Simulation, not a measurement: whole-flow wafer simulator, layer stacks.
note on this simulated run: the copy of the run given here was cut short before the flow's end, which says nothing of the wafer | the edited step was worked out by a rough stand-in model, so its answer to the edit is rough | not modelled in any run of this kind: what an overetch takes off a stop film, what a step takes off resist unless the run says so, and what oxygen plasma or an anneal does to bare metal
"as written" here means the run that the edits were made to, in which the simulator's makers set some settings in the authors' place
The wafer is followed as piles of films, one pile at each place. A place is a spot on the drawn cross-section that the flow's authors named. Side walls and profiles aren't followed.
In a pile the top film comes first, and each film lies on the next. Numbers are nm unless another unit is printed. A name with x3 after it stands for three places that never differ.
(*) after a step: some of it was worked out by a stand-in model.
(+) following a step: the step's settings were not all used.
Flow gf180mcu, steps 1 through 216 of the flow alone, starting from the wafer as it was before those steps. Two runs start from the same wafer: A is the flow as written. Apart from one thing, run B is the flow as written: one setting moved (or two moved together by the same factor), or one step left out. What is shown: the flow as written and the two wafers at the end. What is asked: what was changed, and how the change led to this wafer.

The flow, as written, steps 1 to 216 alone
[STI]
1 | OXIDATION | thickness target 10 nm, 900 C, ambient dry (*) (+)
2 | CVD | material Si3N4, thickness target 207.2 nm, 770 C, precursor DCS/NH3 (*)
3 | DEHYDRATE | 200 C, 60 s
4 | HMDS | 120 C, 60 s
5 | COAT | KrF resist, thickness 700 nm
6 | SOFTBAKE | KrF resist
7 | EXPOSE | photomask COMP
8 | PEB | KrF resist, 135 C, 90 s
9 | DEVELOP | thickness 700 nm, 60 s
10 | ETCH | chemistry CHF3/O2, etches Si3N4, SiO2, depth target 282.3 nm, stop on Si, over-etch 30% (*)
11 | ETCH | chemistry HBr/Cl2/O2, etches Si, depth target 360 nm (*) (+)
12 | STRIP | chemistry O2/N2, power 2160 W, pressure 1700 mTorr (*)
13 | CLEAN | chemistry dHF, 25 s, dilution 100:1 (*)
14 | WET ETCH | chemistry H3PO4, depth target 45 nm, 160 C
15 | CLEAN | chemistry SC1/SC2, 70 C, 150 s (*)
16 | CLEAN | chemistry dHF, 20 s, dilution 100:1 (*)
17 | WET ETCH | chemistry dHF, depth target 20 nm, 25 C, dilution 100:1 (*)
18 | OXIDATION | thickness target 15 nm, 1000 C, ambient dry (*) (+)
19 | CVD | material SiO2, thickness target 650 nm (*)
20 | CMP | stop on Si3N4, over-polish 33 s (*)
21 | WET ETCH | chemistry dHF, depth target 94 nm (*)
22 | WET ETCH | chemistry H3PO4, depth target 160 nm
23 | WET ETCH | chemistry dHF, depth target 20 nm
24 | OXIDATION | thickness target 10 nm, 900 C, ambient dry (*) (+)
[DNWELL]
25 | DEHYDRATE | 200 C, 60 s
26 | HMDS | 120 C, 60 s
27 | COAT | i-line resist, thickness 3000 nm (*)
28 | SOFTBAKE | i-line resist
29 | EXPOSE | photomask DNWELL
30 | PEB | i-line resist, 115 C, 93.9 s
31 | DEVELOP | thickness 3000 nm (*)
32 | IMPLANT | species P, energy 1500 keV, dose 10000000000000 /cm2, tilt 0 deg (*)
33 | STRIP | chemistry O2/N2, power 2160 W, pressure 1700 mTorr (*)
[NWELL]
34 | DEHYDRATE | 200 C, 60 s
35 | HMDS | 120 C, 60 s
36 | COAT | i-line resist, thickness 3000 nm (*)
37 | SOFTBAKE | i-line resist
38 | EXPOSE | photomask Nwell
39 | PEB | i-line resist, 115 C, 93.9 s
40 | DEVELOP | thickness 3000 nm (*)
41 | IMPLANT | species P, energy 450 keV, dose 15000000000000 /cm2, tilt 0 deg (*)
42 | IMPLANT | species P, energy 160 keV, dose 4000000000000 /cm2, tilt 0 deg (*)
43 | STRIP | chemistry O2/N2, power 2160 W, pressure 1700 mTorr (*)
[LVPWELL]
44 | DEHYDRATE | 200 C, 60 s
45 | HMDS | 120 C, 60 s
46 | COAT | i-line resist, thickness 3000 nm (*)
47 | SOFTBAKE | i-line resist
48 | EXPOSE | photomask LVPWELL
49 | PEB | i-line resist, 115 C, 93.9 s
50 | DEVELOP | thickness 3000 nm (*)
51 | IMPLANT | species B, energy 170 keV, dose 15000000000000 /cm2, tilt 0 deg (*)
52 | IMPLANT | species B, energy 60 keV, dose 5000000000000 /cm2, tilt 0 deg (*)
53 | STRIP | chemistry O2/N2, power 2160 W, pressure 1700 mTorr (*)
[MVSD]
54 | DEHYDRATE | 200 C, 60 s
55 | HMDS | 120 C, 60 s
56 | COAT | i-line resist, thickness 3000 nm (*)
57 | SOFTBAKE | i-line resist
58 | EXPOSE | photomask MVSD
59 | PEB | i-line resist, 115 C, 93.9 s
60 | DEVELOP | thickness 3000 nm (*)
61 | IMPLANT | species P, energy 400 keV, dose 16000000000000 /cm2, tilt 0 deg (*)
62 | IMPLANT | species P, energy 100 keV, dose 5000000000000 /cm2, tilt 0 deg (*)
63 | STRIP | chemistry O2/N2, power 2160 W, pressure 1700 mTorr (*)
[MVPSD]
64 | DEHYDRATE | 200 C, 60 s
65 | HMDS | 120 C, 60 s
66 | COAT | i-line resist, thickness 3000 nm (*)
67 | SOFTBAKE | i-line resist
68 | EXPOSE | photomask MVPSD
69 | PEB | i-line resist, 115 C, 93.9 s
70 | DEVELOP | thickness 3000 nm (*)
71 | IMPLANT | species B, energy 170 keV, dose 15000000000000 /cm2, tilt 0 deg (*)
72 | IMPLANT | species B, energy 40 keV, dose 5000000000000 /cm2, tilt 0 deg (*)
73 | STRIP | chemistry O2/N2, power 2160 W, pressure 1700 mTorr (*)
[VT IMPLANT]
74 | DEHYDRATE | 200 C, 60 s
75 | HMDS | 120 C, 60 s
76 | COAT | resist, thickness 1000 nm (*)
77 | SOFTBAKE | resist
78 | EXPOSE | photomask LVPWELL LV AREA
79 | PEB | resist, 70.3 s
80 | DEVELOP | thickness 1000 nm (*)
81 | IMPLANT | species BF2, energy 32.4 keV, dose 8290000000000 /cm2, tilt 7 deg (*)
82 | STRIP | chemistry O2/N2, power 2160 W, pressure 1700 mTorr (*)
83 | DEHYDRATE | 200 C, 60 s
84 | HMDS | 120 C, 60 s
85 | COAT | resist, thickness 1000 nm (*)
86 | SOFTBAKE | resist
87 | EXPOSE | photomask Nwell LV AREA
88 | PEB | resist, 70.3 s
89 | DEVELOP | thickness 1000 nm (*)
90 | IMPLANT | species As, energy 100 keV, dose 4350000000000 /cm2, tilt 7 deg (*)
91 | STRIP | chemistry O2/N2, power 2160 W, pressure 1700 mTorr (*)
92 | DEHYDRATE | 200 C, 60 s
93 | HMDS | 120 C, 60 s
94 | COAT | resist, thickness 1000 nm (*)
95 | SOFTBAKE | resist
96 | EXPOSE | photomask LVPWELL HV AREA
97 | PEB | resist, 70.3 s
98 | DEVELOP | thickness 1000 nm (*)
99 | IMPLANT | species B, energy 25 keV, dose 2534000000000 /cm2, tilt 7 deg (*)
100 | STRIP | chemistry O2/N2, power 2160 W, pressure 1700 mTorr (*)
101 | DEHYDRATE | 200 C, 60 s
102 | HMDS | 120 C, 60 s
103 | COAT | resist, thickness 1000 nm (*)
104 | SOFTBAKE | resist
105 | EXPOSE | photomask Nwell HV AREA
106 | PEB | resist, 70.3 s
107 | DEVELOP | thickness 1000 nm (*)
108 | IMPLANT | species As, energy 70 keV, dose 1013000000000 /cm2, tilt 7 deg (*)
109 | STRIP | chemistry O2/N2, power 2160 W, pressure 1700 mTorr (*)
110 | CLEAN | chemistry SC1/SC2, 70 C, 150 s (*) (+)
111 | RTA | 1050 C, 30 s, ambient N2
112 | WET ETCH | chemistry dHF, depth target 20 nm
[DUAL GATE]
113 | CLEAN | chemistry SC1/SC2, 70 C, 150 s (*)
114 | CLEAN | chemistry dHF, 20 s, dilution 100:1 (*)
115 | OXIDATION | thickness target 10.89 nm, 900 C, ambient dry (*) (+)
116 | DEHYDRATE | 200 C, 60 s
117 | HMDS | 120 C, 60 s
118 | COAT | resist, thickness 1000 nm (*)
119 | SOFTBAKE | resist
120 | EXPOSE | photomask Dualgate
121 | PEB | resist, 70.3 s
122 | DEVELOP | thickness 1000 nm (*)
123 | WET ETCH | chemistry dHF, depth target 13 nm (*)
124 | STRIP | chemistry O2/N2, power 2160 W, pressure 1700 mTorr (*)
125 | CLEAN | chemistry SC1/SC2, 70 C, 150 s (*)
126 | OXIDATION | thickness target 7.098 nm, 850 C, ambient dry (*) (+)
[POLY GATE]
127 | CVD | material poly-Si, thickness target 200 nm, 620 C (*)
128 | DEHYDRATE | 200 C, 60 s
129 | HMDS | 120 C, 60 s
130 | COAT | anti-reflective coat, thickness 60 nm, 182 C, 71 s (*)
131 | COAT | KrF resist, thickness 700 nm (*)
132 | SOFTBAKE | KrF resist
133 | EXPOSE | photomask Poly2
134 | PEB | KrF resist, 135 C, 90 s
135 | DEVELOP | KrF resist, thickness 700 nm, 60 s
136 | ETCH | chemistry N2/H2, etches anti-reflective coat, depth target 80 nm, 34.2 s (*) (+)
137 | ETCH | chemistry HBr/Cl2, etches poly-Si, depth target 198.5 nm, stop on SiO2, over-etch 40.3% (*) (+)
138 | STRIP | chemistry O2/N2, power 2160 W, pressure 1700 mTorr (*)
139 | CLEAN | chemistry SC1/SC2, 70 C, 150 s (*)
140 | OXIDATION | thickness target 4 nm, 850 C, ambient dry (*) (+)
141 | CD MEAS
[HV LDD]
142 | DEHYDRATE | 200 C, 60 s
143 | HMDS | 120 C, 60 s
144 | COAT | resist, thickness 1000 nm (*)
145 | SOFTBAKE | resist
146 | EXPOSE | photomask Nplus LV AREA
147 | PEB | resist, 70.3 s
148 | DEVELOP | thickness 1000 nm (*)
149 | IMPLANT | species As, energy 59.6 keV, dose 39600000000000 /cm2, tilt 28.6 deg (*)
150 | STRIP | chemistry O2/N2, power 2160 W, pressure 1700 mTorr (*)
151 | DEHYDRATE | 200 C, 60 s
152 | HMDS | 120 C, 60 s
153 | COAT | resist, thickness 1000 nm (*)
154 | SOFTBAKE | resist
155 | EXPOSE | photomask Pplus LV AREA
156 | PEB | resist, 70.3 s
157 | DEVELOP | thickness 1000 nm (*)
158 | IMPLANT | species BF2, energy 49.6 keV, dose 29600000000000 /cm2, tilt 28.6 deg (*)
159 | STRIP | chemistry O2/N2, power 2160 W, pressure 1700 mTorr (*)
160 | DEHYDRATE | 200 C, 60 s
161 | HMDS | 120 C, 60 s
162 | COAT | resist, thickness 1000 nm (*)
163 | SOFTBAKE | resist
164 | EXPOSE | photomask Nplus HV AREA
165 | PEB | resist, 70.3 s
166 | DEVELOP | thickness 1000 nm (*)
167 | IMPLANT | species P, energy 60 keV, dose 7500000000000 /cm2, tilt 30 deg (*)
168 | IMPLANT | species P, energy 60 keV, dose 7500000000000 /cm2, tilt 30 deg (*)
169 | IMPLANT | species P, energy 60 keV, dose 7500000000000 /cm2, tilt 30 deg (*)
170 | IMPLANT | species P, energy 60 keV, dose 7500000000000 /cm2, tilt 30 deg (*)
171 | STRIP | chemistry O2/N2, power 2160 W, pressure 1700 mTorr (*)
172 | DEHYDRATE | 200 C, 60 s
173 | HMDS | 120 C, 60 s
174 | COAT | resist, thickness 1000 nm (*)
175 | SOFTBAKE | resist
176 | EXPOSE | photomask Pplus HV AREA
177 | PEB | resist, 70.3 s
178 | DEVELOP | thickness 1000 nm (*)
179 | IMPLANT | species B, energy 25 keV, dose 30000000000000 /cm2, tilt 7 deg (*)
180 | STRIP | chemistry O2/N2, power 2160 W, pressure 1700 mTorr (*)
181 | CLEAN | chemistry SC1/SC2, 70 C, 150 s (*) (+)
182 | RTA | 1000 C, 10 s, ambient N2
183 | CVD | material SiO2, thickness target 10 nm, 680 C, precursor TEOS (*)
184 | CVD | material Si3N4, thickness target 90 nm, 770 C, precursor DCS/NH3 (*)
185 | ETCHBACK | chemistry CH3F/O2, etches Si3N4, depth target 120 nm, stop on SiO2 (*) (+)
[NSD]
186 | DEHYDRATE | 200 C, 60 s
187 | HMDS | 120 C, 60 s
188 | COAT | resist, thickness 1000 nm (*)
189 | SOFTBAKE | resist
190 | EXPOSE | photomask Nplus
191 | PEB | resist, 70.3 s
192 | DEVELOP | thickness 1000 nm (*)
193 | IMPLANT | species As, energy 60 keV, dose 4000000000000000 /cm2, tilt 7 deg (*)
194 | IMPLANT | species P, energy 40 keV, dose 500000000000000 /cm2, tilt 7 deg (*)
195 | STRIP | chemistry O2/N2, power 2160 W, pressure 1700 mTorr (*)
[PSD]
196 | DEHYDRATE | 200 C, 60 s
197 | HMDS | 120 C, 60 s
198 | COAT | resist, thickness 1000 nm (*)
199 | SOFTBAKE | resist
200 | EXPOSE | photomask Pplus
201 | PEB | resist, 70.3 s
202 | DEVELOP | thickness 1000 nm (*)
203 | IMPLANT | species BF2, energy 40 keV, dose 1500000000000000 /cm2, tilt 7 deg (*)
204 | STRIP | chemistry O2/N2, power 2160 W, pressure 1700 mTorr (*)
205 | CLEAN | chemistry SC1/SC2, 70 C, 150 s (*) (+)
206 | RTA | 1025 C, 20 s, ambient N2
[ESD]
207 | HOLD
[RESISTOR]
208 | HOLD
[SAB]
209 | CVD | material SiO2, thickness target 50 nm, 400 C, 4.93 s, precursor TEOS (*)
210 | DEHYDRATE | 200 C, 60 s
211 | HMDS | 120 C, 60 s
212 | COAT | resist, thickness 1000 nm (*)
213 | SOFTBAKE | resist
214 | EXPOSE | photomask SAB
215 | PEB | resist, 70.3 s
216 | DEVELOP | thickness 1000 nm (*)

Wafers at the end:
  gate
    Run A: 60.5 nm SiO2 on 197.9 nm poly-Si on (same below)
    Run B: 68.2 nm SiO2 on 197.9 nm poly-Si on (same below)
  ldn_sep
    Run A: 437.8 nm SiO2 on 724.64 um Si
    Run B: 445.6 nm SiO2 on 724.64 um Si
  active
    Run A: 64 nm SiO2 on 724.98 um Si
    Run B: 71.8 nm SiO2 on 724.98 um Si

Cause: step 209, CVD: thickness target 58 nm was run, whereas the flow has thickness target 50 nm; step 209, CVD: 5.719 s was run, where the flow has 4.93 s.

Step by step, how the change led to this:
  209 | CVD | material SiO2, thickness target 50 nm, 400 C, 4.93 s, precursor TEOS (*)
      field, field__w7, field__w8 and 73 more: A +50 SiO2 | B +57.8 SiO2
      field_sub__w1, field_sub__w3, field_sub__w4, field_sub__w5, ld_drift_n, nplus_u: A +48.9 SiO2 | B +56.5 SiO2
      (also at 27 further places)
